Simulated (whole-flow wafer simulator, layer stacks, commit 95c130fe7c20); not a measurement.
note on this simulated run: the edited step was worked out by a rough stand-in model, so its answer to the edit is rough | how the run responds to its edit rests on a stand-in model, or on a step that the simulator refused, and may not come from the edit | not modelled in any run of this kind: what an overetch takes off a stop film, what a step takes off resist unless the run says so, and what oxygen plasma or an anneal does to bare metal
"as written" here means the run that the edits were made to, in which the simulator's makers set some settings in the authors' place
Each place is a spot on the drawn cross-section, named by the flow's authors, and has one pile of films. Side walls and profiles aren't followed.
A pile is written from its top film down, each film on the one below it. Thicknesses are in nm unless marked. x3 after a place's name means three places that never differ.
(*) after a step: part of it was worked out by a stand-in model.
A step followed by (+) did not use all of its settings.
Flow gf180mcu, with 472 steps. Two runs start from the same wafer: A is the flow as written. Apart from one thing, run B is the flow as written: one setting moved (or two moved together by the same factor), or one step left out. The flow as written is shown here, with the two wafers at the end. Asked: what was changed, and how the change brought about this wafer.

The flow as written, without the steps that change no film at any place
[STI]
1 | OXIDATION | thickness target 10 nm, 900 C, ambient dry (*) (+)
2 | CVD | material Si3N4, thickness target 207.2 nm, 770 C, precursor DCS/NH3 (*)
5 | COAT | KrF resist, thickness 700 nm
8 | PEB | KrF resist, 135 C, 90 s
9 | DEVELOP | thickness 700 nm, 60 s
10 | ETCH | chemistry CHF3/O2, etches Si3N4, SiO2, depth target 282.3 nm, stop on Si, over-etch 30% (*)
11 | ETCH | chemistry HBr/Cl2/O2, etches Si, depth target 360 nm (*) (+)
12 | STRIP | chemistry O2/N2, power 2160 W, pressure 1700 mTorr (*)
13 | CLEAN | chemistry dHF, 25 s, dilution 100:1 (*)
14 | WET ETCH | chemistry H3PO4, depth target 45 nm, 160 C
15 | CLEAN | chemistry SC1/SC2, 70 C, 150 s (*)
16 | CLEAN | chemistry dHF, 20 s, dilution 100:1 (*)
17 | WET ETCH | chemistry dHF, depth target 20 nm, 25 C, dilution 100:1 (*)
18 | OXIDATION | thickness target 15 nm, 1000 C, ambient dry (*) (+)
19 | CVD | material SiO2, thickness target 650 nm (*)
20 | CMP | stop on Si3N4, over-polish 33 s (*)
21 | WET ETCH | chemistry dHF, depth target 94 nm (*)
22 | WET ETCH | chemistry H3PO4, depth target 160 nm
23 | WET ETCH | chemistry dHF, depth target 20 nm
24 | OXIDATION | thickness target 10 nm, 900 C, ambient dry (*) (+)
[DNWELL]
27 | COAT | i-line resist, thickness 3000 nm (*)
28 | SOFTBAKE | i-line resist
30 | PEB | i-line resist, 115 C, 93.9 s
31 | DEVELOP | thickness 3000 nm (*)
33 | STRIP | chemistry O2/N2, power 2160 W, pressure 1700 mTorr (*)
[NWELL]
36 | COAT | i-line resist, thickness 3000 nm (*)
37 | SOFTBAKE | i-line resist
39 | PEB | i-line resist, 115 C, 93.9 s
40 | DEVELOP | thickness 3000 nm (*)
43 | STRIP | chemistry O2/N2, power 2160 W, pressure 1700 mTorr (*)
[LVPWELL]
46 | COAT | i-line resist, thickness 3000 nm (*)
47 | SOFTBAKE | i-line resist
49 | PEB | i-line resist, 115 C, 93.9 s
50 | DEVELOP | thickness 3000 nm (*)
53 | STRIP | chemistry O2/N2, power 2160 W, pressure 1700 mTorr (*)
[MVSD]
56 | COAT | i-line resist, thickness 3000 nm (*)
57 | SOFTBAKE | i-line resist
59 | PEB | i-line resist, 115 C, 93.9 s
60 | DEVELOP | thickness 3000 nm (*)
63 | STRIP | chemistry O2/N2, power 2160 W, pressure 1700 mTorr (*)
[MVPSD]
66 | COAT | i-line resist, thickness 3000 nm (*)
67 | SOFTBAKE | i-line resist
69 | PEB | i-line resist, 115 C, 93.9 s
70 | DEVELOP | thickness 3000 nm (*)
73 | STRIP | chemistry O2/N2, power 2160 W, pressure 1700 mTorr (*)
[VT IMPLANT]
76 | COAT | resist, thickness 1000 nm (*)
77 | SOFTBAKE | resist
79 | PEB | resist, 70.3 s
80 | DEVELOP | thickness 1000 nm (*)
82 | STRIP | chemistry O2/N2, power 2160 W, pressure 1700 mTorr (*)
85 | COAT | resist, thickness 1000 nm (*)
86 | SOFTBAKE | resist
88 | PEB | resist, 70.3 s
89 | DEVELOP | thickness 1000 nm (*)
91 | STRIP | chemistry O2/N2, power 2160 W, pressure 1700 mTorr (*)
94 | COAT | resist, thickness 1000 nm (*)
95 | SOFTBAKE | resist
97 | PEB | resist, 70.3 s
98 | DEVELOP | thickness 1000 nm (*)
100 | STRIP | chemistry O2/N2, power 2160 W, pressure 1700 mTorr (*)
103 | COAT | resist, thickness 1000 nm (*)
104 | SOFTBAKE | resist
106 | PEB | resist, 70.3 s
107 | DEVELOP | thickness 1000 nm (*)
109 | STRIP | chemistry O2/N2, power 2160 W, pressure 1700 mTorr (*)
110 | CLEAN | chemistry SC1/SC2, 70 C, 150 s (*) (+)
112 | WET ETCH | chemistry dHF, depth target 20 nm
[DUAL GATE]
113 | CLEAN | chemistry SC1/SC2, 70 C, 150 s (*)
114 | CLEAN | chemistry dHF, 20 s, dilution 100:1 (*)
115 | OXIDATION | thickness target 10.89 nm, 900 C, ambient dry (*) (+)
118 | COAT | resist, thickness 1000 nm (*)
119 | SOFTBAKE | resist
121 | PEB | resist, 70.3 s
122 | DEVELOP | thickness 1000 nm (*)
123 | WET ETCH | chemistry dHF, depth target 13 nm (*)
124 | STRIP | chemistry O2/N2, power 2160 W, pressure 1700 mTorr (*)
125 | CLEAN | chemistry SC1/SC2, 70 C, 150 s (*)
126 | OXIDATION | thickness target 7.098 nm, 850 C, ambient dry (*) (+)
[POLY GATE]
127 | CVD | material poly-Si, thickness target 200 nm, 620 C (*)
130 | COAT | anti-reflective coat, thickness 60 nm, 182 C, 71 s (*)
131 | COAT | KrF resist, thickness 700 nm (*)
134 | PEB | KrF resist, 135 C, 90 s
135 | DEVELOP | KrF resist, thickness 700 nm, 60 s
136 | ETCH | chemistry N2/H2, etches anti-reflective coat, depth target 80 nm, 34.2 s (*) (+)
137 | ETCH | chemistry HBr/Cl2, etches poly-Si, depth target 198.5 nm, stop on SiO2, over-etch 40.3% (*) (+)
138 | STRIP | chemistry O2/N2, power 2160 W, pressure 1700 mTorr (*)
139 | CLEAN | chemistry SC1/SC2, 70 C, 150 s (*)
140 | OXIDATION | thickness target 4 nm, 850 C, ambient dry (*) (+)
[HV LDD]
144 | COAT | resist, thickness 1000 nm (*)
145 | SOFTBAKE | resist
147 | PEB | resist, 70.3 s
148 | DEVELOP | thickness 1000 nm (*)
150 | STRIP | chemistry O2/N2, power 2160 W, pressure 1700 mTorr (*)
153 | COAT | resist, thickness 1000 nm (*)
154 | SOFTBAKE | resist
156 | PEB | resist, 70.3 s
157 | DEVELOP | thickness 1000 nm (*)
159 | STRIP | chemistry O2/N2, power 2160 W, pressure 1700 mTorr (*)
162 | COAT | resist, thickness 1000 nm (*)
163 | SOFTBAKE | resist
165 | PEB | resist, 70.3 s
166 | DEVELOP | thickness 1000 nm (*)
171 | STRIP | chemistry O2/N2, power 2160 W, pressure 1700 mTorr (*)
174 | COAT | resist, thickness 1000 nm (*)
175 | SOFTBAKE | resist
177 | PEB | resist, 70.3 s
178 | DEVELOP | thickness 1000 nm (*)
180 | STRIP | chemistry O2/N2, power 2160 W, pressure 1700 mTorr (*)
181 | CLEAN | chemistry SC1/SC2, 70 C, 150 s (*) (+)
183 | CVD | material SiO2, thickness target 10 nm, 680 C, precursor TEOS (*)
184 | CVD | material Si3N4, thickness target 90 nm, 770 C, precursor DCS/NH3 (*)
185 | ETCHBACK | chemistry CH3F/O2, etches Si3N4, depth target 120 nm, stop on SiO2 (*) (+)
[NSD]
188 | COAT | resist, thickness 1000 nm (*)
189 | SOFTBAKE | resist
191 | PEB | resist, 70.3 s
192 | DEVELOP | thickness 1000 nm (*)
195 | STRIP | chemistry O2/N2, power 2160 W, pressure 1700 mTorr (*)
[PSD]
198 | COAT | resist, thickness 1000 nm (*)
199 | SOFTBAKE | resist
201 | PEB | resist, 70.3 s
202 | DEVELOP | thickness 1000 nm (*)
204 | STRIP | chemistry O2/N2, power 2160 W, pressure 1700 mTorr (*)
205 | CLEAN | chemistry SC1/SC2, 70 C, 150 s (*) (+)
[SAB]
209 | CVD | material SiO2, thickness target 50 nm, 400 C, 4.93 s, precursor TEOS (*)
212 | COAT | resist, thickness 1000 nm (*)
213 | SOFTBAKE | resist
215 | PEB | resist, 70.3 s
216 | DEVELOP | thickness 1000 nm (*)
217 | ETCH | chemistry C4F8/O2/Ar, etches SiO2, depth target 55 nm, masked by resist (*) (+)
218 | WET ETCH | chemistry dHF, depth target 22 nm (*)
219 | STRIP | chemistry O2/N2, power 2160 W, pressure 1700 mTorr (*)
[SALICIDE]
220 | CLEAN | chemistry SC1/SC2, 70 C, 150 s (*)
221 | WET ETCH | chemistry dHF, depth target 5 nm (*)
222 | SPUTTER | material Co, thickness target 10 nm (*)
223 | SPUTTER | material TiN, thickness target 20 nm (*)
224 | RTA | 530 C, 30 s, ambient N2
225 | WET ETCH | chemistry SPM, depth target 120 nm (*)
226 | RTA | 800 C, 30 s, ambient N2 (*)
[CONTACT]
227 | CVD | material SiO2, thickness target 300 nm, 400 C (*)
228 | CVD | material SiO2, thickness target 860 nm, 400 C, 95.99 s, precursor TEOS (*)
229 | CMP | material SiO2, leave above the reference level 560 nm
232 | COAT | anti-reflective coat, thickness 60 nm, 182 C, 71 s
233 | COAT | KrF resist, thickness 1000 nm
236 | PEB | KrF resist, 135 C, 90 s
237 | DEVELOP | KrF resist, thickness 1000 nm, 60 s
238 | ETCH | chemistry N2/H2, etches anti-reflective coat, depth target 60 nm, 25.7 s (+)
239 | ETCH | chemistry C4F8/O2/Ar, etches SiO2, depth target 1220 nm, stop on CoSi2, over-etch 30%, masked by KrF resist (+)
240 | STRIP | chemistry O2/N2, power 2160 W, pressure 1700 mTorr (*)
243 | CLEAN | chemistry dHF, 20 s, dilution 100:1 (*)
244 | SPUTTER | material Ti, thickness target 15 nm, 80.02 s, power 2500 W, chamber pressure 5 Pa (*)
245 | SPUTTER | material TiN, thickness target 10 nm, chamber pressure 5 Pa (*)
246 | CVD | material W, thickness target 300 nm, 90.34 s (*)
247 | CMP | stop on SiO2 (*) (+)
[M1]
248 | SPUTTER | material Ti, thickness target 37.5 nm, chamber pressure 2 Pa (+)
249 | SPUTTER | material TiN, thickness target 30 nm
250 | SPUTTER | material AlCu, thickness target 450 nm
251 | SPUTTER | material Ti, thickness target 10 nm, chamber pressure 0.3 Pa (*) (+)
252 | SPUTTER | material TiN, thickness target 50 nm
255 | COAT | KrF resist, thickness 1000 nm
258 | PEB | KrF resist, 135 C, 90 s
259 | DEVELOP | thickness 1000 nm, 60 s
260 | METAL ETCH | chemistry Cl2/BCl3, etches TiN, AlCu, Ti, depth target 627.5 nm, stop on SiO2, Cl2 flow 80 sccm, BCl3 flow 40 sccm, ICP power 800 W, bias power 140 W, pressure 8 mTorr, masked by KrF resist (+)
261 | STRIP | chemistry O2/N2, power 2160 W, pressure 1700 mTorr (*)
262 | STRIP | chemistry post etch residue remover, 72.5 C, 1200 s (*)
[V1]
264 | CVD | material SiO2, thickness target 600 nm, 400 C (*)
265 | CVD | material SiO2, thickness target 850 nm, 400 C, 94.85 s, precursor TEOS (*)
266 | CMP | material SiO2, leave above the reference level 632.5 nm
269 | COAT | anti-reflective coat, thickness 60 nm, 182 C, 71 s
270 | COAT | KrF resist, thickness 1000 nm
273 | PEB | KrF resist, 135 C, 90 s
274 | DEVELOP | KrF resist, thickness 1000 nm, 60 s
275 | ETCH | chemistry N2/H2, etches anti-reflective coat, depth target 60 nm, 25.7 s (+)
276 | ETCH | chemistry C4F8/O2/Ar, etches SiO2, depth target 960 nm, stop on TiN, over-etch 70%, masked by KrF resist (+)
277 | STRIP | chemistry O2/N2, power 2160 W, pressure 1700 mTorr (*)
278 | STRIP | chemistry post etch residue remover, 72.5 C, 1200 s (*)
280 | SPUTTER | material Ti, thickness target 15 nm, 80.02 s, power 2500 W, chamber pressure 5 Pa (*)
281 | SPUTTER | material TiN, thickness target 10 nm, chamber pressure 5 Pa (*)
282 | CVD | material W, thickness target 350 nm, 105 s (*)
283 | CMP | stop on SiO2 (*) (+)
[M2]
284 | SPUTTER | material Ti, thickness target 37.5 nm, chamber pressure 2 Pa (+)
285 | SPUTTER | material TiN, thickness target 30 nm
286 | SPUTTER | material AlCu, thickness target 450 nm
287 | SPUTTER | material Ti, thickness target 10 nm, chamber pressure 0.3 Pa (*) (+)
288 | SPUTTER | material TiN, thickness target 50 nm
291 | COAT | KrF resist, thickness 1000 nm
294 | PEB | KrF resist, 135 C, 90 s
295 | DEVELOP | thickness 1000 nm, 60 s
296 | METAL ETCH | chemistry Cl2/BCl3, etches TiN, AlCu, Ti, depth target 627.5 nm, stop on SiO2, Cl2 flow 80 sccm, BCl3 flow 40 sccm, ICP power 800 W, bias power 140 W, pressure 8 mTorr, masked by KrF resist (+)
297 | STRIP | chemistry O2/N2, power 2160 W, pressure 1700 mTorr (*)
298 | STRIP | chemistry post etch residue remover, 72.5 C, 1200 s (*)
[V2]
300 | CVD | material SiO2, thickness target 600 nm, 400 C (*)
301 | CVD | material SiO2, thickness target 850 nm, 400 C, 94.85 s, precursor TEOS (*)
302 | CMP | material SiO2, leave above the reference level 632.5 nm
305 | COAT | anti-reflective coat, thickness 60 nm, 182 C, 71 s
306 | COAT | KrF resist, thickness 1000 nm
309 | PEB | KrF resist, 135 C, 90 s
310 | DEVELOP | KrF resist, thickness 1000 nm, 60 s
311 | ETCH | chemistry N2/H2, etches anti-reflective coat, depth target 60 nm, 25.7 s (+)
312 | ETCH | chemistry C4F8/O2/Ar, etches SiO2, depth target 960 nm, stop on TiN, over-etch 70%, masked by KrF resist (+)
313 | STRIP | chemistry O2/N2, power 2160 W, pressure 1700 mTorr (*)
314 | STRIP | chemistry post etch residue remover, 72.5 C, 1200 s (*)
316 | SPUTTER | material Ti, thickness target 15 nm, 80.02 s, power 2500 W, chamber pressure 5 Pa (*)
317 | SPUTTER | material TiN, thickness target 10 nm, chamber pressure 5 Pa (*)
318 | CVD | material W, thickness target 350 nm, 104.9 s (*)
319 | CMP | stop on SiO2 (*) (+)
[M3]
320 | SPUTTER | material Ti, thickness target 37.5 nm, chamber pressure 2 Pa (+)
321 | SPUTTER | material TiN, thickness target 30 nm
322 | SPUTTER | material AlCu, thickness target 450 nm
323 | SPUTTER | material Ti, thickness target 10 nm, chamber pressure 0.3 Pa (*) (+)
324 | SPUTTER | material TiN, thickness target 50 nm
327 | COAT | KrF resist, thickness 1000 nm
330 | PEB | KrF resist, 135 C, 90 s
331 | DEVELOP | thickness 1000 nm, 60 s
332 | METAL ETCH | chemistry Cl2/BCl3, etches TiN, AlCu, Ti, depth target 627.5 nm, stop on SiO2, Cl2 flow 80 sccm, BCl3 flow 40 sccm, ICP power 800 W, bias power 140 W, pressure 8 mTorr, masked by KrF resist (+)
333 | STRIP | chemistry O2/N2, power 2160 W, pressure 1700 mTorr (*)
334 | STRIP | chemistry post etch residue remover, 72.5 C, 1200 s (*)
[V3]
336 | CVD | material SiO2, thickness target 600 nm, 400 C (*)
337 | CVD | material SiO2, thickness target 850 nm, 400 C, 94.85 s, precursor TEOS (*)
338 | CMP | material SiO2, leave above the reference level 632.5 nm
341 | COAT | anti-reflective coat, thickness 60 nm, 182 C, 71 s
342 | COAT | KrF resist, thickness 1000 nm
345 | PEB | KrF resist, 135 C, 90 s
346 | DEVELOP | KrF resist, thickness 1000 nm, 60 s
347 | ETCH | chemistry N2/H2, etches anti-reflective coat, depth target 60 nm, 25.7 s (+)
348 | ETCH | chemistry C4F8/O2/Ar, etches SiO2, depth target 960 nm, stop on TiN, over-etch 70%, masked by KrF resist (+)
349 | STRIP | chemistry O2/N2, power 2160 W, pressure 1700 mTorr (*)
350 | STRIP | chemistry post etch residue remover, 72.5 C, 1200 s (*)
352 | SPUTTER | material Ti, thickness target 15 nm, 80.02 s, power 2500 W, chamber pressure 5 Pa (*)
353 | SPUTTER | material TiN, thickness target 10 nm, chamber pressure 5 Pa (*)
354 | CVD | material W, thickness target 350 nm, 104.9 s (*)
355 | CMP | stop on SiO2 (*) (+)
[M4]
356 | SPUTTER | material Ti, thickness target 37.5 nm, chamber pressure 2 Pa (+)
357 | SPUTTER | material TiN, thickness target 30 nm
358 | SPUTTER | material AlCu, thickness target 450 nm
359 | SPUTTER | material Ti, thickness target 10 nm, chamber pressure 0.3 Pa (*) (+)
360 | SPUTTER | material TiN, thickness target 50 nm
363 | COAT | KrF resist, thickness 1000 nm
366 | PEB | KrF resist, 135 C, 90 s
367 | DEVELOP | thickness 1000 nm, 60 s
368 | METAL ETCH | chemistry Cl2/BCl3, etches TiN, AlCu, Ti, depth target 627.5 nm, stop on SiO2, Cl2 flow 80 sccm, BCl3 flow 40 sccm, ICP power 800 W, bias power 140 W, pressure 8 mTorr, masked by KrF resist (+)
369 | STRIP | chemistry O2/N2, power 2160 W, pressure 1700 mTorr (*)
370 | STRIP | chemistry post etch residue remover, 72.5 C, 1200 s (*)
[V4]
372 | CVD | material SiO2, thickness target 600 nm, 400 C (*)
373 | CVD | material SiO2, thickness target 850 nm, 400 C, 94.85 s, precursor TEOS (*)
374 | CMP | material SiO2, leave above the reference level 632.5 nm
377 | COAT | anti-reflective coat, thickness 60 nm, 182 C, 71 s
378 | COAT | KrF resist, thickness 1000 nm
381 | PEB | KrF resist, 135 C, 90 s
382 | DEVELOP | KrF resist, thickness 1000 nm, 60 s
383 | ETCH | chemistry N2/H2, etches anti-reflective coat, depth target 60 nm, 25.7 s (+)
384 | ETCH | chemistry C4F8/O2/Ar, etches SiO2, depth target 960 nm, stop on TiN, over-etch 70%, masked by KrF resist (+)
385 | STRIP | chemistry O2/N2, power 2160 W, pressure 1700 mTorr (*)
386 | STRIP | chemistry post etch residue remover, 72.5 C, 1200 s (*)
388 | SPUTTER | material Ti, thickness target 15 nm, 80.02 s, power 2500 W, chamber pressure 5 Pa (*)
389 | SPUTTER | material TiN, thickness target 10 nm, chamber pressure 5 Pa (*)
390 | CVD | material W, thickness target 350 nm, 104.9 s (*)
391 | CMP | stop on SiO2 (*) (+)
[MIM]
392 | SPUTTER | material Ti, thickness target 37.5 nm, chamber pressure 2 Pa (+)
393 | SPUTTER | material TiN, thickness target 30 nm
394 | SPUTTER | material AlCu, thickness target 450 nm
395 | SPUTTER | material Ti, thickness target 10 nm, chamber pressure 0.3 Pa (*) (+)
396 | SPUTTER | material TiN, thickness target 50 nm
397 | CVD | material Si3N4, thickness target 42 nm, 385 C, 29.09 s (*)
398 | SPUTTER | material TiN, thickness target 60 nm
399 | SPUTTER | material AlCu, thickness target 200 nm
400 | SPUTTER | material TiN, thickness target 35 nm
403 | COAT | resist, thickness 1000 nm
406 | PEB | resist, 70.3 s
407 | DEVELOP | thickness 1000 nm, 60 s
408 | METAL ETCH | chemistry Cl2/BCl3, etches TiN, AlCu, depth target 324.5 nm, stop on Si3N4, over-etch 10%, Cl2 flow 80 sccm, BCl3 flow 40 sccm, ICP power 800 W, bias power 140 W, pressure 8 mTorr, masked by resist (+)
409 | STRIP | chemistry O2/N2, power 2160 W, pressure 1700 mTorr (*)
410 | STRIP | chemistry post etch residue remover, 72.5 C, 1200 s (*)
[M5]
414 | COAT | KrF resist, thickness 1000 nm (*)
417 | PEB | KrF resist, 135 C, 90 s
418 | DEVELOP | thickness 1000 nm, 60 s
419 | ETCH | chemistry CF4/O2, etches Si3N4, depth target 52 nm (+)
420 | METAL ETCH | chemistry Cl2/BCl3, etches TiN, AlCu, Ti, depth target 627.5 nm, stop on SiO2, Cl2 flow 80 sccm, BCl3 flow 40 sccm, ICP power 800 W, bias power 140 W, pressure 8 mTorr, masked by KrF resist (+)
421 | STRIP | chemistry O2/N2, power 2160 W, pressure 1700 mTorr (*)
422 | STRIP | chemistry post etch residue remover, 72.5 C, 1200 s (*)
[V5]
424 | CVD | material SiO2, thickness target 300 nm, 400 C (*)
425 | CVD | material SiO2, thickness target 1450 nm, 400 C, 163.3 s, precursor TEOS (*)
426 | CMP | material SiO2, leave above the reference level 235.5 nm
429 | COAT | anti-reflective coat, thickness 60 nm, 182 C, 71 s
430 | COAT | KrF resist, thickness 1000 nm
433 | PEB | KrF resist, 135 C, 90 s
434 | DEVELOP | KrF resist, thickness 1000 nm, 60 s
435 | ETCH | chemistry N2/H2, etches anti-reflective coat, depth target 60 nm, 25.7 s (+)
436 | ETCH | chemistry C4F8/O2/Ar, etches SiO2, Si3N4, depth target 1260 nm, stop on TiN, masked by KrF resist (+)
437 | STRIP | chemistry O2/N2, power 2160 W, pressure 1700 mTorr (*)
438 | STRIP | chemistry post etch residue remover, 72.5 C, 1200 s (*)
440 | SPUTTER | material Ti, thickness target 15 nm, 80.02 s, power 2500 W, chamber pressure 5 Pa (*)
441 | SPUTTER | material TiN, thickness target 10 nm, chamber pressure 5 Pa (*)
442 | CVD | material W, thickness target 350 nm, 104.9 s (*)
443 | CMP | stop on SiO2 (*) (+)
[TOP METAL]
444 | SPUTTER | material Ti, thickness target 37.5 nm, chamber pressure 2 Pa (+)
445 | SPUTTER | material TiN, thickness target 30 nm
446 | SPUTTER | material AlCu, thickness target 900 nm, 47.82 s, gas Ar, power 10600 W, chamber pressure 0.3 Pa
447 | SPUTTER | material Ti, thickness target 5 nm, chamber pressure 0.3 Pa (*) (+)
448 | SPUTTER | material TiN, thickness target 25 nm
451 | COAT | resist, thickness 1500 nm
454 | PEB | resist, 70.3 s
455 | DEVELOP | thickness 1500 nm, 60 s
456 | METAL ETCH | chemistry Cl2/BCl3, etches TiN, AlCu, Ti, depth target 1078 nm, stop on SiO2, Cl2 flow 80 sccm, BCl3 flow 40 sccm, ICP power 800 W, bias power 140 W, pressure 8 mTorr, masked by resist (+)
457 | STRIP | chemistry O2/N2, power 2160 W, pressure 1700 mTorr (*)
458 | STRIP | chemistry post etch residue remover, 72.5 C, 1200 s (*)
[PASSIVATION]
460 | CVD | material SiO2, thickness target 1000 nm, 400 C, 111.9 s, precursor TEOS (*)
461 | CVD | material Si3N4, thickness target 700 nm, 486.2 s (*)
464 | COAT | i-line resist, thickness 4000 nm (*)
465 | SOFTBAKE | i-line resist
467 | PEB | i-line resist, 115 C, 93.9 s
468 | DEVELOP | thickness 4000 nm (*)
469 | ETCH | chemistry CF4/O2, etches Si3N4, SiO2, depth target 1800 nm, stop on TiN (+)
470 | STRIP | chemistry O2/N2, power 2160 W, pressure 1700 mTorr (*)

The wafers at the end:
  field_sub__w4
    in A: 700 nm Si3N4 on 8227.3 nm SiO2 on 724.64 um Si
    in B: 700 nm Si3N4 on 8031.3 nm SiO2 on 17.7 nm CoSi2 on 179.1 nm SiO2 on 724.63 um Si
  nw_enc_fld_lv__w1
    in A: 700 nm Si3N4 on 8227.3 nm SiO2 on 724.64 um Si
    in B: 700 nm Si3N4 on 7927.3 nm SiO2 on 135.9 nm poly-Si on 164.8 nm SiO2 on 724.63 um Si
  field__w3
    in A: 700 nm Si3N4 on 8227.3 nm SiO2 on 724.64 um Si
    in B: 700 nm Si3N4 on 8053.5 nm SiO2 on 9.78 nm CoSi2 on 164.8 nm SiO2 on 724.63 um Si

Cause: step 19, CVD: thickness target 306 nm was run, whereas the flow has thickness target 650 nm.

The path from the change to this, step by step:
  19 | CVD | material SiO2, thickness target 650 nm (*)
      active, n_well, p_well and 40 more: A +650 SiO2 (new film) | B +306 SiO2 (new film)
      field, field_sub, sti and 23 more: A +650 SiO2 | B +306 SiO2
      (as well as at 11 more places)
  20 | CMP | stop on Si3N4, over-polish 33 s (*)
      sti, mim_1p0, pad and 11 more: A -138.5 SiO2 | B nothing
      nw_enc_fld, nw_enc_fld_lv: A -142.5 SiO2 | B nothing
      (as well as at 64 more places)
  24 | OXIDATION | thickness target 10 nm, 900 C, ambient dry (*) (+)
      sti, m1, mim_1p0 and 14 more: A +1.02 SiO2, -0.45 Si | B +1.7 SiO2, -0.75 Si
      field_sub, npoly_u, ppoly_u, ppoly_sal, m1_nw: A +1.03 SiO2, -0.45 Si | B +1.7 SiO2, -0.75 Si
      (as well as at 5 more places)
  27 | COAT | i-line resist, thickness 3000 nm (*)
      p_well, spacer, sd_n: A +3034 i-line resist (new film) | B +2840.5 i-line resist (new film)
      field: A +2988.2 i-line resist (new film) | B +3086.3 i-line resist (new film)
      (as well as at 59 more places)
  28 | SOFTBAKE | i-line resist
      field: A +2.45 i-line resist | B -11.8 i-line resist
      field_sub: A +1.87 i-line resist | B -7.62 i-line resist
      (as well as at 73 more places)
  30 | PEB | i-line resist, 115 C, 93.9 s
      active_nat, gate_nat, ld_sd_n and 6 more: A -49 i-line resist | B -47.2 i-line resist
      ldn_tap, ldn_src, ldn_ch, ldn_acc, ldp_tap, ldp_src, ldp_ch: A -49.2 i-line resist | B -46.7 i-line resist
      (as well as at 46 more places)
  31 | DEVELOP | thickness 3000 nm (*)
      field_sub__w3, field_sub__w4: A -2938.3 i-line resist (all of it) | B -3023.3 i-line resist (all of it)
      field_sub__w2: A -2938.2 i-line resist (all of it) | B -3017.8 i-line resist (all of it)
      (as well as at 15 more places)
  33 | STRIP | chemistry O2/N2, power 2160 W, pressure 1700 mTorr (*)
      p_well, spacer, sd_n: A -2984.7 i-line resist (all of it) | B -2794.7 i-line resist (all of it)
      field: A -2942.1 i-line resist (all of it) | B -3024.6 i-line resist (all of it)
      (as well as at 40 more places)
  36 | COAT | i-line resist, thickness 3000 nm (*)
      p_well, spacer, sd_n: A +3034 i-line resist (new film) | B +2840.5 i-line resist (new film)
      field: A +2988.2 i-line resist (new film) | B +3086.3 i-line resist (new film)
      (as well as at 59 more places)
  37 | SOFTBAKE | i-line resist
      field: A +2.45 i-line resist | B -11.8 i-line resist
      field_sub: A +1.87 i-line resist | B -7.62 i-line resist
      (as well as at 73 more places)
  39 | PEB | i-line resist, 115 C, 93.9 s
      active_nat, gate_nat, ld_sd_n and 6 more: A -49 i-line resist | B -47.2 i-line resist
      ldn_tap, ldn_src, ldn_ch, ldn_acc, ldp_tap, ldp_src, ldp_ch: A -49.2 i-line resist | B -46.7 i-line resist
      (as well as at 46 more places)
  40 | DEVELOP | thickness 3000 nm (*)
      n_well: A -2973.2 i-line resist (all of it) | B -2854.2 i-line resist (all of it)
      sd_p: A -2972.8 i-line resist (all of it) | B -2855.5 i-line resist (all of it)
      (as well as at 14 more places)
  43 | STRIP | chemistry O2/N2, power 2160 W, pressure 1700 mTorr (*)
      p_well, spacer, sd_n: A -2984.7 i-line resist (all of it) | B -2794.7 i-line resist (all of it)
      field: A -2942.1 i-line resist (all of it) | B -3024.6 i-line resist (all of it)
      (as well as at 42 more places)
  46 | COAT | i-line resist, thickness 3000 nm (*)
      p_well, spacer, sd_n: A +3034 i-line resist (new film) | B +2840.5 i-line resist (new film)
      field: A +2988.2 i-line resist (new film) | B +3086.3 i-line resist (new film)
      (as well as at 59 more places)
  47 | SOFTBAKE | i-line resist
      field: A +2.45 i-line resist | B -11.8 i-line resist
      field_sub: A +1.87 i-line resist | B -7.62 i-line resist
      (as well as at 73 more places)
  49 | PEB | i-line resist, 115 C, 93.9 s
      active_nat, gate_nat, ld_sd_n and 6 more: A -49 i-line resist | B -47.2 i-line resist
      ldn_tap, ldn_src, ldn_ch, ldn_acc, ldp_tap, ldp_src, ldp_ch: A -49.2 i-line resist | B -46.7 i-line resist
      (as well as at 46 more places)
  ... another 98 steps ...
  246 | CVD | material W, thickness target 300 nm, 90.34 s (*)
      polyc_n, polyc_p: A +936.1 W (new film) | B +1140.5 W (new film)
With metal films that touch counted as one body, field_sub__w4 has 1 body; the flow as written gives 0 bodies.
With metal films that touch counted as one body, field__w3 has 1 body; the flow as written gives 0 bodies.
